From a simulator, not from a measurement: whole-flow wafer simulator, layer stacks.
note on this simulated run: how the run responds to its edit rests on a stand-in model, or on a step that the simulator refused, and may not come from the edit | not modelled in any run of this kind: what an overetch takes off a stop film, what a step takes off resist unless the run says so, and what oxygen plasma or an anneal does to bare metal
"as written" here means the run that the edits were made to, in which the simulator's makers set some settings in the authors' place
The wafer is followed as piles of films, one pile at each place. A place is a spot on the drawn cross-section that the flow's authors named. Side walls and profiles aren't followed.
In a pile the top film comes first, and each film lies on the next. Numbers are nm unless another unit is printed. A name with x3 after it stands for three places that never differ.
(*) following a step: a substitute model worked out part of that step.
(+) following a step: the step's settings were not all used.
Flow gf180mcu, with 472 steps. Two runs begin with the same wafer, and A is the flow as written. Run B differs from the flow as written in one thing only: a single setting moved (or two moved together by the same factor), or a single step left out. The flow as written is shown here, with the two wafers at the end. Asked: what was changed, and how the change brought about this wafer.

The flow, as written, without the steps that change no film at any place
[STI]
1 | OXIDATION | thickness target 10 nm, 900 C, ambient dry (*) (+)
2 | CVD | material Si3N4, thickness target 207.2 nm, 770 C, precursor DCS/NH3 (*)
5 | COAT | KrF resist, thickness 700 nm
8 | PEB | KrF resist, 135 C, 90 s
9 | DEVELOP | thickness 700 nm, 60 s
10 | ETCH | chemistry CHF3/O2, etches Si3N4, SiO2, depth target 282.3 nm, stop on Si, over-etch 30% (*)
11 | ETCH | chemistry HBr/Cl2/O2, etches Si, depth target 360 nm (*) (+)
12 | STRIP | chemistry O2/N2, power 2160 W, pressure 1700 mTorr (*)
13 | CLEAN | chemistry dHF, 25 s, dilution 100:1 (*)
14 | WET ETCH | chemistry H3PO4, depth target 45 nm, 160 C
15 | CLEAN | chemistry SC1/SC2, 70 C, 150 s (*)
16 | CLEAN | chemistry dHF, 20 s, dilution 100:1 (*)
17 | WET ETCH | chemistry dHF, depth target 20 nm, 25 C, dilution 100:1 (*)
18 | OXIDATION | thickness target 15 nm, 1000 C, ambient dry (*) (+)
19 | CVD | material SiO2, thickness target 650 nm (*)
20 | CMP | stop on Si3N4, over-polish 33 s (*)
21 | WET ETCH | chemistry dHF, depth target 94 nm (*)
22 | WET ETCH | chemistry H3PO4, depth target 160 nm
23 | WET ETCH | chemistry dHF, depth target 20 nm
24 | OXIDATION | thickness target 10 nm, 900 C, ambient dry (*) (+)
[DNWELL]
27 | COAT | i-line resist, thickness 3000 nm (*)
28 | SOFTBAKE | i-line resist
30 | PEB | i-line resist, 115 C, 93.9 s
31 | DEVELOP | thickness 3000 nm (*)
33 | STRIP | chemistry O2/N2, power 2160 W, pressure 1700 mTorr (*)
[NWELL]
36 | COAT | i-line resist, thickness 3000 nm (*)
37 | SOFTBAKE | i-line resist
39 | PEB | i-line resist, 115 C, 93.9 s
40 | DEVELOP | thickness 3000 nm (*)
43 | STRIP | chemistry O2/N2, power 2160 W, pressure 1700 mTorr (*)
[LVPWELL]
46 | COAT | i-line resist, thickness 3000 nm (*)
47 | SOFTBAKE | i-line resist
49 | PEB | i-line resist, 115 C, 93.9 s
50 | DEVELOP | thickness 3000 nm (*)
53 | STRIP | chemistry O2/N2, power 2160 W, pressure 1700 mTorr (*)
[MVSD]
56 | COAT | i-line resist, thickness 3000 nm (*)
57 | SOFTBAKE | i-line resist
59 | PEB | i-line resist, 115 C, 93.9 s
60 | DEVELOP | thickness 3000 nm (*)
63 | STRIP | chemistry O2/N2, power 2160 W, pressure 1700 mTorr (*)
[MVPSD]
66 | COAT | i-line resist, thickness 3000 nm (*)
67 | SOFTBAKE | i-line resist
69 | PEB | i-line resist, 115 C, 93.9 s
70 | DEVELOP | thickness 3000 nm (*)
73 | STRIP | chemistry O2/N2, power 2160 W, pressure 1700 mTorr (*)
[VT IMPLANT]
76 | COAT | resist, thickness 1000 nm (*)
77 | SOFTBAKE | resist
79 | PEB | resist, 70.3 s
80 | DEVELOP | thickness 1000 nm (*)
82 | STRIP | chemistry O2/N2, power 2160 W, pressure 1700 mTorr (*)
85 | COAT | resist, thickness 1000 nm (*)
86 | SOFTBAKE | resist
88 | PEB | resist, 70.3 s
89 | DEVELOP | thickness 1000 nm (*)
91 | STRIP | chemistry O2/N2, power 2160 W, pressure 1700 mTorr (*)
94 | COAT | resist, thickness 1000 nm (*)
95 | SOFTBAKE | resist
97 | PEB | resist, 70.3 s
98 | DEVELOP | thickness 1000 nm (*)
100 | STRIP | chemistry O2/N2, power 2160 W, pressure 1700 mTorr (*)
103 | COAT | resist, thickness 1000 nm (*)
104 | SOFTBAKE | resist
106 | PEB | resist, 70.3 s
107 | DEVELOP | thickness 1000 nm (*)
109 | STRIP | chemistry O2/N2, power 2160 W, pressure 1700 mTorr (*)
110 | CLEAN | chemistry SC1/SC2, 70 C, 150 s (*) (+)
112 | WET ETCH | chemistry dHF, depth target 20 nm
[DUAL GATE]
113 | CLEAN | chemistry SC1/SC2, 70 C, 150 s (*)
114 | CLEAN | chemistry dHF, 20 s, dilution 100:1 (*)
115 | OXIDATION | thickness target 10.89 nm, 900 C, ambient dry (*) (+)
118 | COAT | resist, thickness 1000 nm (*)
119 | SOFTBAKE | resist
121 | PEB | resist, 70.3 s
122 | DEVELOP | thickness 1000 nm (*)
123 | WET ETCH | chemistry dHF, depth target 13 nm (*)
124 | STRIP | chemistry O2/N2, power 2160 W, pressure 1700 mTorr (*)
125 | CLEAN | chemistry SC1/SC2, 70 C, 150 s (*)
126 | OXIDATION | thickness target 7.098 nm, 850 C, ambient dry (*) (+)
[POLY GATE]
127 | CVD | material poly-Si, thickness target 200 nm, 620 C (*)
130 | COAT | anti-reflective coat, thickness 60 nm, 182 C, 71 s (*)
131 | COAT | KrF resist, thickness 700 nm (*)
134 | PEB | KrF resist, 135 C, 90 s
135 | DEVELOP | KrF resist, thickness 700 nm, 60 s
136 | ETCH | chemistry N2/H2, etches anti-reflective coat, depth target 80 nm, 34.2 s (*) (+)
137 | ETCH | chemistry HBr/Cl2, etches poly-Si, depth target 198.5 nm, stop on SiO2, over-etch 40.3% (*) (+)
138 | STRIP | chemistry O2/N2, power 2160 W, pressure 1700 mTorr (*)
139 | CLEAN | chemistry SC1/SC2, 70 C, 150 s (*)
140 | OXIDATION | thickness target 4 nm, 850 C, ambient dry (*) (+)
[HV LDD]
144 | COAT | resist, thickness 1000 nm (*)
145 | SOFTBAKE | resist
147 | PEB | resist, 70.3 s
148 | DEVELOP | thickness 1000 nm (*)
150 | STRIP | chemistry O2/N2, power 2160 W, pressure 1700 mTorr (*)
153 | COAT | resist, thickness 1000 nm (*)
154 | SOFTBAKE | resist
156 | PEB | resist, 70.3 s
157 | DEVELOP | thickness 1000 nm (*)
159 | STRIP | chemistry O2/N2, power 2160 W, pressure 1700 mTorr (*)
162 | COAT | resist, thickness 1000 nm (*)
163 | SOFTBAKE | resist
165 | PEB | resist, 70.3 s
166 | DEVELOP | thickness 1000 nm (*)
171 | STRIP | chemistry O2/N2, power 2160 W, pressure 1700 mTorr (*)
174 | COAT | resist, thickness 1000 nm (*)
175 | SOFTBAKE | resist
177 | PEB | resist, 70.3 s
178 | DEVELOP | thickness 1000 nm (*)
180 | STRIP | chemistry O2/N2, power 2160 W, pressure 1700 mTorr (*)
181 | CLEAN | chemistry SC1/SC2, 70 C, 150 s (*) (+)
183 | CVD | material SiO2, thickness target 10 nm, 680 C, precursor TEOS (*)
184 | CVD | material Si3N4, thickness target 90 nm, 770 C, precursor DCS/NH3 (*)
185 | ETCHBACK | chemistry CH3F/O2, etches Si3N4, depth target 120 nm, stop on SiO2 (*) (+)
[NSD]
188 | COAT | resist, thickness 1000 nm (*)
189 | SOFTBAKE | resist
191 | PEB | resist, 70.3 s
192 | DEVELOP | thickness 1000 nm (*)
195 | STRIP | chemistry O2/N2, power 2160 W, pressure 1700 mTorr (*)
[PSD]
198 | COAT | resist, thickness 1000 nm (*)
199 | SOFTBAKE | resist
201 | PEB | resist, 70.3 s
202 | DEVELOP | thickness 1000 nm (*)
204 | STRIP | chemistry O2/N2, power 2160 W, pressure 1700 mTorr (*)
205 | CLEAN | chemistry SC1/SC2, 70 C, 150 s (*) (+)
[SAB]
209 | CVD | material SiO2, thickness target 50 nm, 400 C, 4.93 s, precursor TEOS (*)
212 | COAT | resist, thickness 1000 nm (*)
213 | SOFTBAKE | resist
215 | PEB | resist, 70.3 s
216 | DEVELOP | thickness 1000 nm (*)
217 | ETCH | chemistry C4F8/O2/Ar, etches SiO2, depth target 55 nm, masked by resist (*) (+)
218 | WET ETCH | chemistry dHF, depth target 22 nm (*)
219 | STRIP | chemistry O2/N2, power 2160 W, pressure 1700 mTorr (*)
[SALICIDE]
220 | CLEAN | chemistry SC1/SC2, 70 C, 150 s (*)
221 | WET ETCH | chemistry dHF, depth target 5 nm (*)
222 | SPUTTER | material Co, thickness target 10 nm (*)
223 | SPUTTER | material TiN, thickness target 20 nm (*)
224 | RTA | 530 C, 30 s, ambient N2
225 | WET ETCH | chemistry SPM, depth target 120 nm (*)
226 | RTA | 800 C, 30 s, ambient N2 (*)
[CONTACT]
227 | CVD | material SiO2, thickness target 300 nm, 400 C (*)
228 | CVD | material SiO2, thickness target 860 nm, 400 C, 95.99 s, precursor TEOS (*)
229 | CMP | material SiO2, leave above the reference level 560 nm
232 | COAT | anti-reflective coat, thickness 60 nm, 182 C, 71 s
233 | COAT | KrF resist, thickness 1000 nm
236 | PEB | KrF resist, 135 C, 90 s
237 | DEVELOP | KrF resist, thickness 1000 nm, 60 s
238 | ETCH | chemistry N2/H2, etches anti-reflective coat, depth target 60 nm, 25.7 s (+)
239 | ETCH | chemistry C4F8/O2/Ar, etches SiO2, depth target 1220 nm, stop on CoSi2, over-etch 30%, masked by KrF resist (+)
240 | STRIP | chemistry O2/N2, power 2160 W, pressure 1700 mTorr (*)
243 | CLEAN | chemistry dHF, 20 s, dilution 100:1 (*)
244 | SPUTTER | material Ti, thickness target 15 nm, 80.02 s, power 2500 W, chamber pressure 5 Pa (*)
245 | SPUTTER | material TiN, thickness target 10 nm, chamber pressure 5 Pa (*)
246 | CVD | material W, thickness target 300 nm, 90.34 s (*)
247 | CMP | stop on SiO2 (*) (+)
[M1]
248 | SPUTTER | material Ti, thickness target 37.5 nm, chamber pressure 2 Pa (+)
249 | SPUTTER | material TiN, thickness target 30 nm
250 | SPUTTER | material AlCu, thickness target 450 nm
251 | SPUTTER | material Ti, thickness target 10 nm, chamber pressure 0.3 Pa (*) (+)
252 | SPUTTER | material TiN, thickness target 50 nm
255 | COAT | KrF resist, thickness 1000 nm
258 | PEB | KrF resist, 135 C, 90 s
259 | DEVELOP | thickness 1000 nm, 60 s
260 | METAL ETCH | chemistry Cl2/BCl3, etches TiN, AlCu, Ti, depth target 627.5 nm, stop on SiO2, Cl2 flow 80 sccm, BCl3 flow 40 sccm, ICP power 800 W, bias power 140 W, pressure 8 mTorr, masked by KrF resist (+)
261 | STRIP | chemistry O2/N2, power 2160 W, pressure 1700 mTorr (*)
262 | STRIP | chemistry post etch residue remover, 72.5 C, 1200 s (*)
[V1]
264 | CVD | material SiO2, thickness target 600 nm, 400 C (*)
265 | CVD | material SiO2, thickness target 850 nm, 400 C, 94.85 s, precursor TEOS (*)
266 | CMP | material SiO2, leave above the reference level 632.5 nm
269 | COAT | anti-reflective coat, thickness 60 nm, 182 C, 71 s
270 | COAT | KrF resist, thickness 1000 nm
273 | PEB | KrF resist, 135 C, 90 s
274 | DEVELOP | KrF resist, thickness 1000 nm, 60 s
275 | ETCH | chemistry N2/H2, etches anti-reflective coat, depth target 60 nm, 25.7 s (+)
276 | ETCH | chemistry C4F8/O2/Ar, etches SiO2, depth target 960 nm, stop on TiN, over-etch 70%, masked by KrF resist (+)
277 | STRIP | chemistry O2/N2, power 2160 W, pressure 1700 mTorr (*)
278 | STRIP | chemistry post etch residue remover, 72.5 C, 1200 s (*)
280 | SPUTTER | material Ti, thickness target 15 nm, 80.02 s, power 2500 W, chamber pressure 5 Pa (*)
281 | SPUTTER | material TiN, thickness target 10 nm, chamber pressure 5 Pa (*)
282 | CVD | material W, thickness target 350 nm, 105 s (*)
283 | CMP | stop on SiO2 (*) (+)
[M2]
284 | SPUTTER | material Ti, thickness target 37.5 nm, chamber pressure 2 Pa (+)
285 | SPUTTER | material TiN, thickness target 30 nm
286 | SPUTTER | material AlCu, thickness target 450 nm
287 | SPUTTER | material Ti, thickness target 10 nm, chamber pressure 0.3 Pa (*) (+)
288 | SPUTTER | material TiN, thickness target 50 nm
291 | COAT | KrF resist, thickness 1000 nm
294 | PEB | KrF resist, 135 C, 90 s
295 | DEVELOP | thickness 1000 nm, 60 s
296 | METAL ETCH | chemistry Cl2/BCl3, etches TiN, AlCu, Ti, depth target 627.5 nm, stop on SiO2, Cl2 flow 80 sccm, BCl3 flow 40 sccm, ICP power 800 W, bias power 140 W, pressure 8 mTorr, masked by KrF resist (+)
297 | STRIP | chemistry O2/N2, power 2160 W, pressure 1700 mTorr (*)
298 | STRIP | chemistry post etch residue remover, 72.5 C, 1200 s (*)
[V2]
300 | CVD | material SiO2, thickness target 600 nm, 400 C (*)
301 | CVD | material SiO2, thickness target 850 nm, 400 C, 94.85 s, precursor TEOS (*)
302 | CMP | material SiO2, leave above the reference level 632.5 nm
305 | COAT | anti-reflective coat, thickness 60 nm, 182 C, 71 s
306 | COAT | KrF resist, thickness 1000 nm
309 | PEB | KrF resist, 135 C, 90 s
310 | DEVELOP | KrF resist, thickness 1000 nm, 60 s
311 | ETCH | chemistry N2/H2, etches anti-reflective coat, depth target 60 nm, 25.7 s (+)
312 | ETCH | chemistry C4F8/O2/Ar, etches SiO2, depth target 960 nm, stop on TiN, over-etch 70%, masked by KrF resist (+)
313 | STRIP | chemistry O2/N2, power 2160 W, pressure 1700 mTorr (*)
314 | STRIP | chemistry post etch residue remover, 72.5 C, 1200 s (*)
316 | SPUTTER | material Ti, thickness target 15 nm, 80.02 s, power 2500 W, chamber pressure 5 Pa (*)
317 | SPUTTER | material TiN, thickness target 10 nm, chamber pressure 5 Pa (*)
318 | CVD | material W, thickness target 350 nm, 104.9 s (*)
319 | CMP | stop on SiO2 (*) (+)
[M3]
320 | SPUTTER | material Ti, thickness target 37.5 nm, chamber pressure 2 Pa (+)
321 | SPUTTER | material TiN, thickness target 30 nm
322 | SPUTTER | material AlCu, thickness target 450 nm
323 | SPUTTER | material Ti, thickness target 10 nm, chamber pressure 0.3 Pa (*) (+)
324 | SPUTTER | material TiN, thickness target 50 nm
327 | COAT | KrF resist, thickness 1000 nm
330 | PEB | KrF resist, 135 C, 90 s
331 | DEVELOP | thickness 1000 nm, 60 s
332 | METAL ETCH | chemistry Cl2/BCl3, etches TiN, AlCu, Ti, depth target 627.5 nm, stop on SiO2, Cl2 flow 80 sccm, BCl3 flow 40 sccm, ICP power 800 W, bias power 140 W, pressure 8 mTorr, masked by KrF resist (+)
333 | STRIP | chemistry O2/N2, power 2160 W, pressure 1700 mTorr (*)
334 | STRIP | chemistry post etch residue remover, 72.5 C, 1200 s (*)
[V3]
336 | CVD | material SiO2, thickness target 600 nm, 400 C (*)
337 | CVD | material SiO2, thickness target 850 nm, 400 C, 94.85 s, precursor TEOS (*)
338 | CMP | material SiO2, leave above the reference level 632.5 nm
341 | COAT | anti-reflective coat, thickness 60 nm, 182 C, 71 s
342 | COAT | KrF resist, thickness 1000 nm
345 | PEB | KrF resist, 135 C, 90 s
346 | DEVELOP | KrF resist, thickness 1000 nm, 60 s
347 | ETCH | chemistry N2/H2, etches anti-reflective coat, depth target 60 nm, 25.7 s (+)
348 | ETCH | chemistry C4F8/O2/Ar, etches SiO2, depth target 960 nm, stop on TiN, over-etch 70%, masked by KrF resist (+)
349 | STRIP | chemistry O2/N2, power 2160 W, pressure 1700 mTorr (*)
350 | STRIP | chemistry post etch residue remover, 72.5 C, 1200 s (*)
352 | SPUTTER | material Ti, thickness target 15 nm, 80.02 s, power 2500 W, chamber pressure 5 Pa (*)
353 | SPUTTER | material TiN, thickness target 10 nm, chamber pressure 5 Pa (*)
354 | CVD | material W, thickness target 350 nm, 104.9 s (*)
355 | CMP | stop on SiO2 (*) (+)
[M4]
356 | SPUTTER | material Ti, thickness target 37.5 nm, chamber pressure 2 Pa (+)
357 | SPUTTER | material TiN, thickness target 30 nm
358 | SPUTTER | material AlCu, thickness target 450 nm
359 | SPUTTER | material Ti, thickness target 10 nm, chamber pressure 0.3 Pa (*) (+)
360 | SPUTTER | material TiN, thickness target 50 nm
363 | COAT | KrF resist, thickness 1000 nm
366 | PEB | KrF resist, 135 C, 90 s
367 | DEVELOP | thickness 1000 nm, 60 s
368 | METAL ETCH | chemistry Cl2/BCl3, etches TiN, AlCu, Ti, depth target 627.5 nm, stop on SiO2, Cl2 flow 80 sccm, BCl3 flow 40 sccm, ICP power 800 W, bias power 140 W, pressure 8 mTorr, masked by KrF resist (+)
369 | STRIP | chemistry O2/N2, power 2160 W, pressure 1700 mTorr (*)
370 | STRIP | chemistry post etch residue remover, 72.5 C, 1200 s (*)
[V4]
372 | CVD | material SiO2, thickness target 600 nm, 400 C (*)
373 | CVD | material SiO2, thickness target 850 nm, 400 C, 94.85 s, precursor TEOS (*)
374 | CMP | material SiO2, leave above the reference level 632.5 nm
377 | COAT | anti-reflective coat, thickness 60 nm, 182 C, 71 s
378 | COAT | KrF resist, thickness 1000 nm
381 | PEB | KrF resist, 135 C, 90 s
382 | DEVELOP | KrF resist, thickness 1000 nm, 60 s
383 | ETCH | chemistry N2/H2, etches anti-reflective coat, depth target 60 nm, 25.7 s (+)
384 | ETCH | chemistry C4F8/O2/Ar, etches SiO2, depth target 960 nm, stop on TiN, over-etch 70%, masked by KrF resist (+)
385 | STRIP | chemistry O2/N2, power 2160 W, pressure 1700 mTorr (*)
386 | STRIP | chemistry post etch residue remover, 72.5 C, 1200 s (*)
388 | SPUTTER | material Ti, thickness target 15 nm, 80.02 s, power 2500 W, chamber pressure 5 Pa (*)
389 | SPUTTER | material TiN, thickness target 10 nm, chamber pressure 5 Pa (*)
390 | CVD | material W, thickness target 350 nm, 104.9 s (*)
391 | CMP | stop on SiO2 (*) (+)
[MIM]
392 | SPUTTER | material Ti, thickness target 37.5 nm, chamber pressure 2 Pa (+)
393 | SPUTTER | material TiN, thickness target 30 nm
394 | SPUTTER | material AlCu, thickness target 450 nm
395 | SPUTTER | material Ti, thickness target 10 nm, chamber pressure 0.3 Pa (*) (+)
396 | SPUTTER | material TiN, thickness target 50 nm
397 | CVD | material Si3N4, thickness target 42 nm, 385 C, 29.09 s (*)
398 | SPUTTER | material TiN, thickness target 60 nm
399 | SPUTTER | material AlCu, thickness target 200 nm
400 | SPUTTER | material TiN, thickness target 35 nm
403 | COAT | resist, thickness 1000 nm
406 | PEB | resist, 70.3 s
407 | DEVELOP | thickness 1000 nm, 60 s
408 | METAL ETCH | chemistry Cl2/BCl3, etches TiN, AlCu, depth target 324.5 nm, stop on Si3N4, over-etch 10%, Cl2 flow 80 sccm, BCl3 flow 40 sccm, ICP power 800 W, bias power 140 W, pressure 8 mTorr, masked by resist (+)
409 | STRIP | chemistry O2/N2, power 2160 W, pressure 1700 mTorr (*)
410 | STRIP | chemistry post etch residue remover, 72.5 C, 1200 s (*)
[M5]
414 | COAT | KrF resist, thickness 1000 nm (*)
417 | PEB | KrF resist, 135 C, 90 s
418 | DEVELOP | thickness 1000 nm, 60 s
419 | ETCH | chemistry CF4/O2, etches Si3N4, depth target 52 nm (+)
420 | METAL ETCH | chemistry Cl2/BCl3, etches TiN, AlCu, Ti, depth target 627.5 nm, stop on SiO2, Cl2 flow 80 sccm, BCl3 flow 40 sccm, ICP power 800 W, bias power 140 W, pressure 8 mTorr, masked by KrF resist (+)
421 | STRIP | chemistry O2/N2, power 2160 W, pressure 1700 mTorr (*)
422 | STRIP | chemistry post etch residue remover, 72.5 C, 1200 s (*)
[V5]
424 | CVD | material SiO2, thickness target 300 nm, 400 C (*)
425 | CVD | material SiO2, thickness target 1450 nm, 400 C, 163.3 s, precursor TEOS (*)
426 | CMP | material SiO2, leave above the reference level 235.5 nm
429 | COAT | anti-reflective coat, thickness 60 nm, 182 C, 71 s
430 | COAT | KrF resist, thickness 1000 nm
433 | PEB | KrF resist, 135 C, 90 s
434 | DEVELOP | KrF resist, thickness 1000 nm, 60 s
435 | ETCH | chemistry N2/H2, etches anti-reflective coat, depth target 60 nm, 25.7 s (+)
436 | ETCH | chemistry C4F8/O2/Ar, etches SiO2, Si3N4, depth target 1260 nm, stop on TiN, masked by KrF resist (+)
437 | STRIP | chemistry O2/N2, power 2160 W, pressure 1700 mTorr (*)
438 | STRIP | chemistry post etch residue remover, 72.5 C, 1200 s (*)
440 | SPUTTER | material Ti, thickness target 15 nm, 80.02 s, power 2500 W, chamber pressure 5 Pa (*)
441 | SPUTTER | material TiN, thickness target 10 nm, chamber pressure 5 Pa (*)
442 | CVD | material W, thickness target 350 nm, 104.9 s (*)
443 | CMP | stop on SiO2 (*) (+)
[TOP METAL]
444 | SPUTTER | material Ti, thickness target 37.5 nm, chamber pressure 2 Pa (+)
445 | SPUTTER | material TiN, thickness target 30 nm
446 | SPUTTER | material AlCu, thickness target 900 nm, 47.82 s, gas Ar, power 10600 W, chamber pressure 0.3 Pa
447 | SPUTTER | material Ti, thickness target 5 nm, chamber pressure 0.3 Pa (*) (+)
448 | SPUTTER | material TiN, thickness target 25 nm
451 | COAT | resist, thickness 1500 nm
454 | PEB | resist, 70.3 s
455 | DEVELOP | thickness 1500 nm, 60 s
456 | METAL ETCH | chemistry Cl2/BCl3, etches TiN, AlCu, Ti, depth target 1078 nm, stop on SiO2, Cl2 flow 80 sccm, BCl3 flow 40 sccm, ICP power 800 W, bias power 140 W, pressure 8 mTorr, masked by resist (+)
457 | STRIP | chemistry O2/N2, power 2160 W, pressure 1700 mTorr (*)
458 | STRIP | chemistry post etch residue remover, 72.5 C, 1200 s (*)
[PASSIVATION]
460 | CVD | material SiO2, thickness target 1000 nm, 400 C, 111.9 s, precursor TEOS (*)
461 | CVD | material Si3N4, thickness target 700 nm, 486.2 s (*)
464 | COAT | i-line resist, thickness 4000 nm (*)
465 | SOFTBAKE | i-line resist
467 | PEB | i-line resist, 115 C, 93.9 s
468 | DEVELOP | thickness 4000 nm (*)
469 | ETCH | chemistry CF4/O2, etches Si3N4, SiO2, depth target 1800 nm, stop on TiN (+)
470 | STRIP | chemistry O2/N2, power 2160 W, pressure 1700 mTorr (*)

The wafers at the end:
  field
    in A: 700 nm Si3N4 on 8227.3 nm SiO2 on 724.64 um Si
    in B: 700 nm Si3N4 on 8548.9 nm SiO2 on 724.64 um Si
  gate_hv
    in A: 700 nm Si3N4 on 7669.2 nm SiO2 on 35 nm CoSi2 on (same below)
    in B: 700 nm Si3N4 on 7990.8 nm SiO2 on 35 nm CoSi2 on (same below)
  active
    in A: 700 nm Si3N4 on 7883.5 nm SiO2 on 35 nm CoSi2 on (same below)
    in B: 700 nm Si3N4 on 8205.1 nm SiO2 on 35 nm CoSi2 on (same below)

Cause: step 302, CMP: leave above the reference level 955.1 nm was run, whereas the flow has leave above the reference level 632.5 nm.

How this came from the change, step by step:
  302 | CMP | material SiO2, leave above the reference level 632.5 nm
      field, field__w1, field__w2 and 103 more: A -300 SiO2 | B nothing
      field__w8, contact, m1, m1__w1, m1_nw: A -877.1 SiO2 | B -554.5 SiO2
  305 | COAT | anti-reflective coat, thickness 60 nm, 182 C, 71 s
      field: A +60 anti-reflective coat (new film) | B +68.9 anti-reflective coat (new film)
      field__w8: A +60 anti-reflective coat (new film) | B +47 anti-reflective coat (new film)
      (as well as at 11 more places)
  311 | ETCH | chemistry N2/H2, etches anti-reflective coat, depth target 60 nm, 25.7 s (+)
      contact: A -60 anti-reflective coat (all of it), -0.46 SiO2 | B -47.2 anti-reflective coat (all of it), -0.79 SiO2
  312 | ETCH | chemistry C4F8/O2/Ar, etches SiO2, depth target 960 nm, stop on TiN, over-etch 70%, masked by KrF resist (+)
      contact: A -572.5 SiO2 (all of it) | B -894.7 SiO2 (all of it)
  313 | STRIP | chemistry O2/N2, power 2160 W, pressure 1700 mTorr (*)
      field: A -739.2 KrF resist (all of it), -60 anti-reflective coat (all of it) | B -734.6 KrF resist (all of it), -68.9 anti-reflective coat (all of it)
      field__w8: A -739.2 KrF resist (all of it), -60 anti-reflective coat (all of it) | B -737.1 KrF resist (all of it), -47 anti-reflective coat (all of it)
      (as well as at 10 more places)
  316 | SPUTTER | material Ti, thickness target 15 nm, 80.02 s, power 2500 W, chamber pressure 5 Pa (*)
      contact: A +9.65 Ti (new film) | B +8.11 Ti (new film)
  317 | SPUTTER | material TiN, thickness target 10 nm, chamber pressure 5 Pa (*)
      contact: A +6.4 TiN (new film) | B +5.38 TiN (new film)
  318 | CVD | material W, thickness target 350 nm, 104.9 s (*)
      contact: A +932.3 W (new film) | B +1234.8 W (new film)
  319 | CMP | stop on SiO2 (*) (+)
      field__w8, m1, m1__w1, m1_nw: A -350 W (all of it), -10 TiN (all of it), -15 Ti (all of it), -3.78 SiO2 | B -350 W (all of it), -10 TiN (all of it), -15 Ti (all of it), -4.77 SiO2
  333 | STRIP | chemistry O2/N2, power 2160 W, pressure 1700 mTorr (*)
      field__w8: A -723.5 KrF resist (all of it) | B -705.5 KrF resist (all of it)
      m1: A -723.5 KrF resist (all of it) | B -705.4 KrF resist (all of it)
      (as well as at 2 more places)
  338 | CMP | material SiO2, leave above the reference level 632.5 nm
      field, field__w1, field__w2 and 103 more: A -300 SiO2 | B -278.4 SiO2
      contact: A -877.1 SiO2 | B -855.5 SiO2
  348 | ETCH | chemistry C4F8/O2/Ar, etches SiO2, depth target 960 nm, stop on TiN, over-etch 70%, masked by KrF resist (+)
      contact: A -572.5 SiO2 (all of it) | B -594.1 SiO2 (all of it)
  354 | CVD | material W, thickness target 350 nm, 104.9 s (*)
      contact: A +932.3 W (new film) | B +954.1 W (new film)
